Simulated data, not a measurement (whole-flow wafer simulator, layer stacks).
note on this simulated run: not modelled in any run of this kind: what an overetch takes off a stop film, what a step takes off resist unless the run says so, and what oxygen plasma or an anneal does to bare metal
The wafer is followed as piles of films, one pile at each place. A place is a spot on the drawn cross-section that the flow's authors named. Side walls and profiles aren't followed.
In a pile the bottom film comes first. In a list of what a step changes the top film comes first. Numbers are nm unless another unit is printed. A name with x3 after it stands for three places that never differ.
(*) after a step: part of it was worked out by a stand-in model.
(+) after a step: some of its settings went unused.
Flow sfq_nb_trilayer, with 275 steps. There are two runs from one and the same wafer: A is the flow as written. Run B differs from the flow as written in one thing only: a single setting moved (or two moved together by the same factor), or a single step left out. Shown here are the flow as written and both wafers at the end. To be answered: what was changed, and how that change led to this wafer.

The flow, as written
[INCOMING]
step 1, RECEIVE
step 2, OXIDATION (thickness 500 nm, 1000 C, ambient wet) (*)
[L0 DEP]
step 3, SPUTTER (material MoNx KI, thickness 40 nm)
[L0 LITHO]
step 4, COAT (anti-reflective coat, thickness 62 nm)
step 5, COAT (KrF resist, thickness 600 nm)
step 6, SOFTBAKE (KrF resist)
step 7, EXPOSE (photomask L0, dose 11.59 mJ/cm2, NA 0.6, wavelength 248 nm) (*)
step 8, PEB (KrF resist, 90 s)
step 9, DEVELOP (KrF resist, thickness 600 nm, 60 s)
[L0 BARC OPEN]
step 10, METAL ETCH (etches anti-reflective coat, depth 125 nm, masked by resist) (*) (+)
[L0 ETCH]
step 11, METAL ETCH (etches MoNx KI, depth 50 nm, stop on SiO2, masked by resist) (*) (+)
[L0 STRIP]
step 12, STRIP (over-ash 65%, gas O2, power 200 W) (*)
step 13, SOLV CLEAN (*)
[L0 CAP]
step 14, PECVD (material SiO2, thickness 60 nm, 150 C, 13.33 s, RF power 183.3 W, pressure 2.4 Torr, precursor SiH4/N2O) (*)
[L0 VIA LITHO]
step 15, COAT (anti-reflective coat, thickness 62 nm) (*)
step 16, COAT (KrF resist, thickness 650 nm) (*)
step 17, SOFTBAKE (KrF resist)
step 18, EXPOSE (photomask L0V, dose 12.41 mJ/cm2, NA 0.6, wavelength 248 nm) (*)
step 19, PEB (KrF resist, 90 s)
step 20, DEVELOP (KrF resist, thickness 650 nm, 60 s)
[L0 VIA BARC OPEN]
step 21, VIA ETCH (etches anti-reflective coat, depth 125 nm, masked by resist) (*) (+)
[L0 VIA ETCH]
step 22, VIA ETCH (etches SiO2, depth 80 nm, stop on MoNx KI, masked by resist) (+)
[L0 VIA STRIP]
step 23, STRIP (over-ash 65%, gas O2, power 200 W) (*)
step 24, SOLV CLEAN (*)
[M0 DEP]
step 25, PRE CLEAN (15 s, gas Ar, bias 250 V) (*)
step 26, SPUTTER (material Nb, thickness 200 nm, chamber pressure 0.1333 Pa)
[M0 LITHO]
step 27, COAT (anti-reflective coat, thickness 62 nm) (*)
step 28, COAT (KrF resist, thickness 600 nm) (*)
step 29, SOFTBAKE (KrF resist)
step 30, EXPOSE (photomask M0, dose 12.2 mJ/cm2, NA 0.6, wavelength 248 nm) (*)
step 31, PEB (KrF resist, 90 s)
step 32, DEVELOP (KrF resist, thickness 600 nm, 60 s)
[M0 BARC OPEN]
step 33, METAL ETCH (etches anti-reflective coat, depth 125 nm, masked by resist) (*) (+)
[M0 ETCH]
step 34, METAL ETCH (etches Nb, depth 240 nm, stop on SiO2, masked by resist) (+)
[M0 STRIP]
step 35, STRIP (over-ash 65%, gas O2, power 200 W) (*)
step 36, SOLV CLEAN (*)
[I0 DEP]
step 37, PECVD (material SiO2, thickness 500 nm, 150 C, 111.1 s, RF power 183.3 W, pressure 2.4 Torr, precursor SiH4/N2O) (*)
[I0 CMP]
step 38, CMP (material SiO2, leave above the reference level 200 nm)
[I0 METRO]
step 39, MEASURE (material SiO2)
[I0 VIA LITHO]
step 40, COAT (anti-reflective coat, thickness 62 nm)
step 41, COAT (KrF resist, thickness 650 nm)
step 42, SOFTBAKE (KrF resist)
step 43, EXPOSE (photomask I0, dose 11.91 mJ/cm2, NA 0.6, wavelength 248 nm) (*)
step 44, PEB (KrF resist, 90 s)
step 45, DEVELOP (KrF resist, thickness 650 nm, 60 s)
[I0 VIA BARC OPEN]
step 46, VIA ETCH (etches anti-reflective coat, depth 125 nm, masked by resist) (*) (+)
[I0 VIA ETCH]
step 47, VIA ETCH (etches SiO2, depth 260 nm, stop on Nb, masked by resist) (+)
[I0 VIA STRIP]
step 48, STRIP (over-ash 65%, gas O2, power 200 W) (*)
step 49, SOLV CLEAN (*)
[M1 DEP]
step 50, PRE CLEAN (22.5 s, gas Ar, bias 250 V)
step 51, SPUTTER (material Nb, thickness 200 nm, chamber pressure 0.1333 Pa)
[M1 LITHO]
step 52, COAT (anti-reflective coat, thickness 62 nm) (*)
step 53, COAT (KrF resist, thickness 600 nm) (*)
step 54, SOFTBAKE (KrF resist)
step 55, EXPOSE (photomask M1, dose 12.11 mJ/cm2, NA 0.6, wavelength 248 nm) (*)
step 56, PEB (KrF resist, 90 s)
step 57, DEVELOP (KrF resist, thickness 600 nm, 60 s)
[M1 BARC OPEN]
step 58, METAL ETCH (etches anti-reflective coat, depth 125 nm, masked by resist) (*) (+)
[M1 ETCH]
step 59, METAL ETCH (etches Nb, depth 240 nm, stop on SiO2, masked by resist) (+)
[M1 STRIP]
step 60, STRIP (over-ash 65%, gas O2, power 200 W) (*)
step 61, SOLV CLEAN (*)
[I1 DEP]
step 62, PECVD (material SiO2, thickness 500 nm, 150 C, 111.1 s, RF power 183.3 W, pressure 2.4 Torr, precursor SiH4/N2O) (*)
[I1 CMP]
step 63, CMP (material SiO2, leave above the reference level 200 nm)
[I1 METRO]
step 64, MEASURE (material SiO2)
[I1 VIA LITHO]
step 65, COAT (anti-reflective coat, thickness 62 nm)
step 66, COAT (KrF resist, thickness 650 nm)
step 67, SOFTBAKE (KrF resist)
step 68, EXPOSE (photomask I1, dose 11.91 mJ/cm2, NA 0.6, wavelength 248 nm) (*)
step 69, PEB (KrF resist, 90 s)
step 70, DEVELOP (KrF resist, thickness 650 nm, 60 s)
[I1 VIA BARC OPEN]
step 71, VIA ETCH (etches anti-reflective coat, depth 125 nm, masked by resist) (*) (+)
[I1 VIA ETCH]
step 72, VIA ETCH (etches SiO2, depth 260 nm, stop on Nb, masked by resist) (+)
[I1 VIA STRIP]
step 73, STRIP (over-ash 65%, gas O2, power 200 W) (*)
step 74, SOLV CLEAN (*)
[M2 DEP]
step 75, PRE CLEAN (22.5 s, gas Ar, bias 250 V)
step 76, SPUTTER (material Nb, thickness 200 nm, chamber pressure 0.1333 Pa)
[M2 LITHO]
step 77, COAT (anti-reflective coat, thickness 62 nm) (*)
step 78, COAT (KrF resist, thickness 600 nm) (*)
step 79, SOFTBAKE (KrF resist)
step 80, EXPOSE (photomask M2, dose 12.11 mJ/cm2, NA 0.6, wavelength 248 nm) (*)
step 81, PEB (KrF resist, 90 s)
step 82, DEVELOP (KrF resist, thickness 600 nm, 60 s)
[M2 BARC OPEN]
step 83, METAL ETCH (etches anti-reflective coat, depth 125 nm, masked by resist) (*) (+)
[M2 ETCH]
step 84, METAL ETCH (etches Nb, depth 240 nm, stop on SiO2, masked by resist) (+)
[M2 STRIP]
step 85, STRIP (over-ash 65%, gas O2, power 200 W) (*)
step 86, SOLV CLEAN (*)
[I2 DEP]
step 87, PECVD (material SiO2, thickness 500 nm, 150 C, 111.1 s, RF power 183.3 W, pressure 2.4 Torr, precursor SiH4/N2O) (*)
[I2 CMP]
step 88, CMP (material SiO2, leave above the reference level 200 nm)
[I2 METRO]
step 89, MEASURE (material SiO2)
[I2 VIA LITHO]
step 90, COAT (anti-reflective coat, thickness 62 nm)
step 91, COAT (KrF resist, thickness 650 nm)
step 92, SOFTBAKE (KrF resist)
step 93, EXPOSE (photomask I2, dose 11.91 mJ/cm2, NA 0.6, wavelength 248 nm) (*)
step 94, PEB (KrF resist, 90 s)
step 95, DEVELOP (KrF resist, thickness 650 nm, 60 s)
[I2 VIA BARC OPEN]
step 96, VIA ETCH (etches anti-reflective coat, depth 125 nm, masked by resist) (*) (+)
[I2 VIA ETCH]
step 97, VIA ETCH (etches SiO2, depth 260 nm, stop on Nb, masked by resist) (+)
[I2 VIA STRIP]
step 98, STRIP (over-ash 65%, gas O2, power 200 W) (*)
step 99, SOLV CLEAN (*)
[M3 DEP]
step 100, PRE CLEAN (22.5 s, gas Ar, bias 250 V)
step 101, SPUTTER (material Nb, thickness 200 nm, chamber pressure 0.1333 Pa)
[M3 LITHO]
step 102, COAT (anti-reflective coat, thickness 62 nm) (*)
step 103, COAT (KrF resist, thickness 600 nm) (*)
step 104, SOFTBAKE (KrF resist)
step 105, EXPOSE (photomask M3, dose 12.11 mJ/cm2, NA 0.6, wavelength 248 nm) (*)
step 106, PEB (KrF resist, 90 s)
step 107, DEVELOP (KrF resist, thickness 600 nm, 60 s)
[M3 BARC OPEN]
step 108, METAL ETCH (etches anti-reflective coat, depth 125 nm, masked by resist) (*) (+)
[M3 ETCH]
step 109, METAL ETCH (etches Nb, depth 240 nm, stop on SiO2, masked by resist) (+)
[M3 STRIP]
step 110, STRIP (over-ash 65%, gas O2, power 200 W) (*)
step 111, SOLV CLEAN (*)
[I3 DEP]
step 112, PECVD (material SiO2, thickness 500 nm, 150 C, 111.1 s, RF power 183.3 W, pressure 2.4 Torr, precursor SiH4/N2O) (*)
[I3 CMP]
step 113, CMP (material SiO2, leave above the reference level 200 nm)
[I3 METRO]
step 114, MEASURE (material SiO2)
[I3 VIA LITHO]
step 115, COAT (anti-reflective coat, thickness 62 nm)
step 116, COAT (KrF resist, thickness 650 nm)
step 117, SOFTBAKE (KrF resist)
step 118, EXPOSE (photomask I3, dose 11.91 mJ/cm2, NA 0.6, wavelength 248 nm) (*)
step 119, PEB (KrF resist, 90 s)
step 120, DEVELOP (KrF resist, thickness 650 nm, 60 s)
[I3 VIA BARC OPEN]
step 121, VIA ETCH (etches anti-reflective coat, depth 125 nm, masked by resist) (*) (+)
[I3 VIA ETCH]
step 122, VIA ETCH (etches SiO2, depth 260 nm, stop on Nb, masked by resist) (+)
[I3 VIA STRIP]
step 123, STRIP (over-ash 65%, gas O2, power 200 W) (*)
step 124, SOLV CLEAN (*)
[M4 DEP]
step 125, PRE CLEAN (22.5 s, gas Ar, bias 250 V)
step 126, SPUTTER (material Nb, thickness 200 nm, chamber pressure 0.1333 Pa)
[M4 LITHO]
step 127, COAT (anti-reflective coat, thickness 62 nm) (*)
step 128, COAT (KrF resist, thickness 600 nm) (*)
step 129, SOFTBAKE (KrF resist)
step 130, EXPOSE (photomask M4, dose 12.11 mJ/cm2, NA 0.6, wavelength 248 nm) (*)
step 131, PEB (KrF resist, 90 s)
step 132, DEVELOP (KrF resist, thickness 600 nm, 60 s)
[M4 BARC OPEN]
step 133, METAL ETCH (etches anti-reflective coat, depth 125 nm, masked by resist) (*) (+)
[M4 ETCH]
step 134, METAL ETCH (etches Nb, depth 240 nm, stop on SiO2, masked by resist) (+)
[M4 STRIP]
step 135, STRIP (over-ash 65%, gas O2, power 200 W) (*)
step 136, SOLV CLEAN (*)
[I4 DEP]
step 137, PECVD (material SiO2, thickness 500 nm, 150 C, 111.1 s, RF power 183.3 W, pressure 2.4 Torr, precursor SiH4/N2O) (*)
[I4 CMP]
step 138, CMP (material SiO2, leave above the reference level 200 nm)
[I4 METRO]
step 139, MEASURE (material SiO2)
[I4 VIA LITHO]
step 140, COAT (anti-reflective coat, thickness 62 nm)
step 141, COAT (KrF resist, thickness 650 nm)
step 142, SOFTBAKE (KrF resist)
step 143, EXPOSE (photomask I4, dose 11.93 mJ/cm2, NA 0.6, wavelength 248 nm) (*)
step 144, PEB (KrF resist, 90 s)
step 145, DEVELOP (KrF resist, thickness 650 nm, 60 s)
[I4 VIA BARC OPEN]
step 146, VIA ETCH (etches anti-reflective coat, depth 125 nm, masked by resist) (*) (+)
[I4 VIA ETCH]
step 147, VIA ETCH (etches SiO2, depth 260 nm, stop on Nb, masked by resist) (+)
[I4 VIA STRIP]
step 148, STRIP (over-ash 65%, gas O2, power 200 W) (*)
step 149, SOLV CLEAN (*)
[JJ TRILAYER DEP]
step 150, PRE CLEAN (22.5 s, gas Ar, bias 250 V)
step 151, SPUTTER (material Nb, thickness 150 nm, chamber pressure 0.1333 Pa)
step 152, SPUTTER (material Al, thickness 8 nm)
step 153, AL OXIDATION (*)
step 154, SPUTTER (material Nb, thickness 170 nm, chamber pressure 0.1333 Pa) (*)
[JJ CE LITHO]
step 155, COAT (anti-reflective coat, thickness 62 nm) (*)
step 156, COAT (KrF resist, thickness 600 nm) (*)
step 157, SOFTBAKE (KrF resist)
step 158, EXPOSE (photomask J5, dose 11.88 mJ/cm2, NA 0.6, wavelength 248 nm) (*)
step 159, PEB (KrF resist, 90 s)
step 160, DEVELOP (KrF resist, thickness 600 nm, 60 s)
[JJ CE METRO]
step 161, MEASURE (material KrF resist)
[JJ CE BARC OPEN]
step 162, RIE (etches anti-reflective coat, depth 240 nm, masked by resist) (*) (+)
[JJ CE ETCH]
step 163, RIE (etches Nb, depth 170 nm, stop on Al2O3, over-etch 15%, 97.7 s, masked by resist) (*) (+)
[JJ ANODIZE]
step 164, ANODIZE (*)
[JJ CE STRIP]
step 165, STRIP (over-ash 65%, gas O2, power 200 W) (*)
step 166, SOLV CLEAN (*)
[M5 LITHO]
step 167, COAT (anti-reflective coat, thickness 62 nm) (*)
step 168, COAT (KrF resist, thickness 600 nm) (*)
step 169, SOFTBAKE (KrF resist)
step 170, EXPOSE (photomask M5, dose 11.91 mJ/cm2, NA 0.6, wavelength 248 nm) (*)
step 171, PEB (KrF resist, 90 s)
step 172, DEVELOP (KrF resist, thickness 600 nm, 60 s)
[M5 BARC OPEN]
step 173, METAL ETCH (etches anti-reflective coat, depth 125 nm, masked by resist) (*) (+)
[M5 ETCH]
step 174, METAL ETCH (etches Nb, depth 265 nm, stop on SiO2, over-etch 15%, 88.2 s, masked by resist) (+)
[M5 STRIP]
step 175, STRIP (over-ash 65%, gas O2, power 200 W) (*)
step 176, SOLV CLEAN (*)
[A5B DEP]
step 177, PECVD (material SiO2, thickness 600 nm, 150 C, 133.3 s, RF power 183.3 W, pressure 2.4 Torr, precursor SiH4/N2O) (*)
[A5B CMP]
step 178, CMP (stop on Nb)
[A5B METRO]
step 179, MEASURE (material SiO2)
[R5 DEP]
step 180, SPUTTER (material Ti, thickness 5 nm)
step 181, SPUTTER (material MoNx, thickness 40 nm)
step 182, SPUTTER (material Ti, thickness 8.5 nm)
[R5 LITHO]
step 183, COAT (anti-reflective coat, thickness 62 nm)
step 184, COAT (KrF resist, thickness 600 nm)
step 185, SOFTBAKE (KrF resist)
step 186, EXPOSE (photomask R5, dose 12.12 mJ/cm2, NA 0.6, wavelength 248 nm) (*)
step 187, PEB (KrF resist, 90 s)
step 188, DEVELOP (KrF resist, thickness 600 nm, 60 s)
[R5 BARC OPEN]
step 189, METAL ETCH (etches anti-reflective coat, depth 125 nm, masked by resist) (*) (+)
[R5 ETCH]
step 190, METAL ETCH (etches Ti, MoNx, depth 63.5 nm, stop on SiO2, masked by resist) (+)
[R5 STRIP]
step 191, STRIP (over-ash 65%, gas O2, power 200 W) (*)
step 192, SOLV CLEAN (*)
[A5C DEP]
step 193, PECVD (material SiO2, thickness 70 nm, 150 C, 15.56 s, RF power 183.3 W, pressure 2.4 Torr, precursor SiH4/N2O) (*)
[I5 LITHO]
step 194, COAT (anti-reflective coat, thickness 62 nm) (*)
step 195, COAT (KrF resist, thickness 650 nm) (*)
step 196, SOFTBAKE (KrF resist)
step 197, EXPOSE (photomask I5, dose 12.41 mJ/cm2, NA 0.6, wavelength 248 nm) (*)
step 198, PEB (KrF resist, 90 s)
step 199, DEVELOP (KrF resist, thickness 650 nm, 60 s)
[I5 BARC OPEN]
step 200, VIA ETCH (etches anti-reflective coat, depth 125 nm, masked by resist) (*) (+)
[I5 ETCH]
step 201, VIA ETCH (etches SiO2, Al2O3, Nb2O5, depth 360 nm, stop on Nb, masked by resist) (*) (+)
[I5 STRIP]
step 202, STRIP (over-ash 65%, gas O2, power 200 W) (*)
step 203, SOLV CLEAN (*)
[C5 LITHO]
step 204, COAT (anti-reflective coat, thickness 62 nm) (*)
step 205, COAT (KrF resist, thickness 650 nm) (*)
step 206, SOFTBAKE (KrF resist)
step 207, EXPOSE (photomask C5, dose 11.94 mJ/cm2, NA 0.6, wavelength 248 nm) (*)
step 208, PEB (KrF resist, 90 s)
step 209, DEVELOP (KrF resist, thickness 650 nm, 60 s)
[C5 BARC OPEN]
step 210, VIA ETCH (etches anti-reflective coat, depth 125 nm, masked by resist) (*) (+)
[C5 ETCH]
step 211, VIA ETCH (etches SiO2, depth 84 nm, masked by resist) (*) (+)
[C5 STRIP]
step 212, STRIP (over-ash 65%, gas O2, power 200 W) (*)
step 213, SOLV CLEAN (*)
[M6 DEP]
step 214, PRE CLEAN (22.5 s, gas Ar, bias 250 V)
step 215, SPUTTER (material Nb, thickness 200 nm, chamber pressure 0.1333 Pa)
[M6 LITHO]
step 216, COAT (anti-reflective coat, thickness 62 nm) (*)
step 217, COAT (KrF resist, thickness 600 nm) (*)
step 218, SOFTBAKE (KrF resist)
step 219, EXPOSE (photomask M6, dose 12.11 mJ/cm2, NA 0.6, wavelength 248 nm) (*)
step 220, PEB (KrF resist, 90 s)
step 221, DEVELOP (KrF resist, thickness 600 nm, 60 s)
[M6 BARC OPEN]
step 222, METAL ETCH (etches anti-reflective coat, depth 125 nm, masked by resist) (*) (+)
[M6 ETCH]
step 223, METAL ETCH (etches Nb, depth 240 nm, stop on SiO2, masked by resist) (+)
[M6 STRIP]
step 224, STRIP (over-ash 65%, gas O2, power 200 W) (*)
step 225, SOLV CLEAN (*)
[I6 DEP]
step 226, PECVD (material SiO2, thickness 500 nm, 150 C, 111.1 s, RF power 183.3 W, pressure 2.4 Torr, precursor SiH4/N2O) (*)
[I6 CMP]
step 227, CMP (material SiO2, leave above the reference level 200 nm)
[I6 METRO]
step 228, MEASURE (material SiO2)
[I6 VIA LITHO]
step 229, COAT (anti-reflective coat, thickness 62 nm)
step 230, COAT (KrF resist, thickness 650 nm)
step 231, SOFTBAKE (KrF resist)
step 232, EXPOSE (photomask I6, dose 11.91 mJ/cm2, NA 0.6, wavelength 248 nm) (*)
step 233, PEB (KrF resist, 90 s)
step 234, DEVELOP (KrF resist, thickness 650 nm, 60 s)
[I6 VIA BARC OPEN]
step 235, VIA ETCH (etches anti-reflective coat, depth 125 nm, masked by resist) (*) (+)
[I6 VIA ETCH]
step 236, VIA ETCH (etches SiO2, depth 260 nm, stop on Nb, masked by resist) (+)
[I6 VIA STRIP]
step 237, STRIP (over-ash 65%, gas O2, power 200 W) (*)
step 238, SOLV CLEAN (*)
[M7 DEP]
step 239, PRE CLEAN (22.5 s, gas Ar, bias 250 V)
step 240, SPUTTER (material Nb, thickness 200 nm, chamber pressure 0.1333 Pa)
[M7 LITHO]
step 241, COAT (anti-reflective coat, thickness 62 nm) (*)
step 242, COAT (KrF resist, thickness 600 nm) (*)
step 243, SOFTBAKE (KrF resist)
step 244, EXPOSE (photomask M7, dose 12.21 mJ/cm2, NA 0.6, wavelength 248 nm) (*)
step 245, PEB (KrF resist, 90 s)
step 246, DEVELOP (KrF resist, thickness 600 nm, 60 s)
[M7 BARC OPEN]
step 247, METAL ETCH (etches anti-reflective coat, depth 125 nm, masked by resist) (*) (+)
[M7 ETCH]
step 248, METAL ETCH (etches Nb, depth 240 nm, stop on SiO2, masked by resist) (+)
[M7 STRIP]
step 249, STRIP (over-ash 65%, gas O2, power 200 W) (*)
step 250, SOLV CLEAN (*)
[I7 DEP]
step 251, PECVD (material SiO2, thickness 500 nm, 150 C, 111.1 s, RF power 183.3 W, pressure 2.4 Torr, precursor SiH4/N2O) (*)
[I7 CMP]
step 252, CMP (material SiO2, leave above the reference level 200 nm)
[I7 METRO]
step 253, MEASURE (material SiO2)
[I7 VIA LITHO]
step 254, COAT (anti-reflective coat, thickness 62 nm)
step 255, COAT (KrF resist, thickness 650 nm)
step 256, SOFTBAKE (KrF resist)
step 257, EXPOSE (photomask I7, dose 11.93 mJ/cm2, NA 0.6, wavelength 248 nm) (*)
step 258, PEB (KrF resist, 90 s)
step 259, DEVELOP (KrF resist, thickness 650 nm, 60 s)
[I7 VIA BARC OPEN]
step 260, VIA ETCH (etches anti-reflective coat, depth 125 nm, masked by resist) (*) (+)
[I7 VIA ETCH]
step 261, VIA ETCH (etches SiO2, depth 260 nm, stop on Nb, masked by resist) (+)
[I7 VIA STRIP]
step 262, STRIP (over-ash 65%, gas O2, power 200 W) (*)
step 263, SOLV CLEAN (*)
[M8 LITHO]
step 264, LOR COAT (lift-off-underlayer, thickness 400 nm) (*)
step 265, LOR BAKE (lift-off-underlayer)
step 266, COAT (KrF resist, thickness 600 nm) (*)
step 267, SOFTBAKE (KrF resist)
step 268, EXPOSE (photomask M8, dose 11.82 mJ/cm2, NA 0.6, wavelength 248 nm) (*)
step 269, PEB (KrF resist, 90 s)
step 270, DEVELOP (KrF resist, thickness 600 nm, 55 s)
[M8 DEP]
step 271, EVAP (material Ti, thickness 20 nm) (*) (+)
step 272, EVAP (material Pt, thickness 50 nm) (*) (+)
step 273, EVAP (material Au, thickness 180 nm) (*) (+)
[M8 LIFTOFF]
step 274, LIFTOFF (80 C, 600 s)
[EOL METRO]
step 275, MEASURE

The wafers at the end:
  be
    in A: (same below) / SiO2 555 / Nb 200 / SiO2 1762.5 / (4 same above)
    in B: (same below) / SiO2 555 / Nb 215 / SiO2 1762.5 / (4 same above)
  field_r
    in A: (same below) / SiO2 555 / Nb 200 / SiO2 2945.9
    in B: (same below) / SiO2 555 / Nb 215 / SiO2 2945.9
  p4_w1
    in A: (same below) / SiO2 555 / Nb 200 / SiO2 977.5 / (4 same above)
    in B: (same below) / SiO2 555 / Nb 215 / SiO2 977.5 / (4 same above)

What caused this: step 26, SPUTTER: thickness 215 nm was run, whereas the flow has thickness 200 nm.
The wafer lets one read it off: be has Nb 215, and step 26 as written asks for 200 nm.

The path from the change to this, step by step:
  step 26, SPUTTER (material Nb, thickness 200 nm, chamber pressure 0.1333 Pa)
      field_l, v_sur, via_wl and 102 more: A +200 Nb (new film) | B +215 Nb (new film)
      l0v: A +195.7 Nb (new film) | B +210.7 Nb (new film)
  step 34, METAL ETCH (etches Nb, depth 240 nm, stop on SiO2, masked by resist) (+)
      moat, m0r_space_l, m0r_space_r: A -200 Nb (all of it) | B -215 Nb (all of it)
  step 37, PECVD (material SiO2, thickness 500 nm, 150 C, 111.1 s, RF power 183.3 W, pressure 2.4 Torr, precursor SiH4/N2O) (*)
      moat, m0r_space_l, m0r_space_r: A +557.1 SiO2 | B +572.1 SiO2
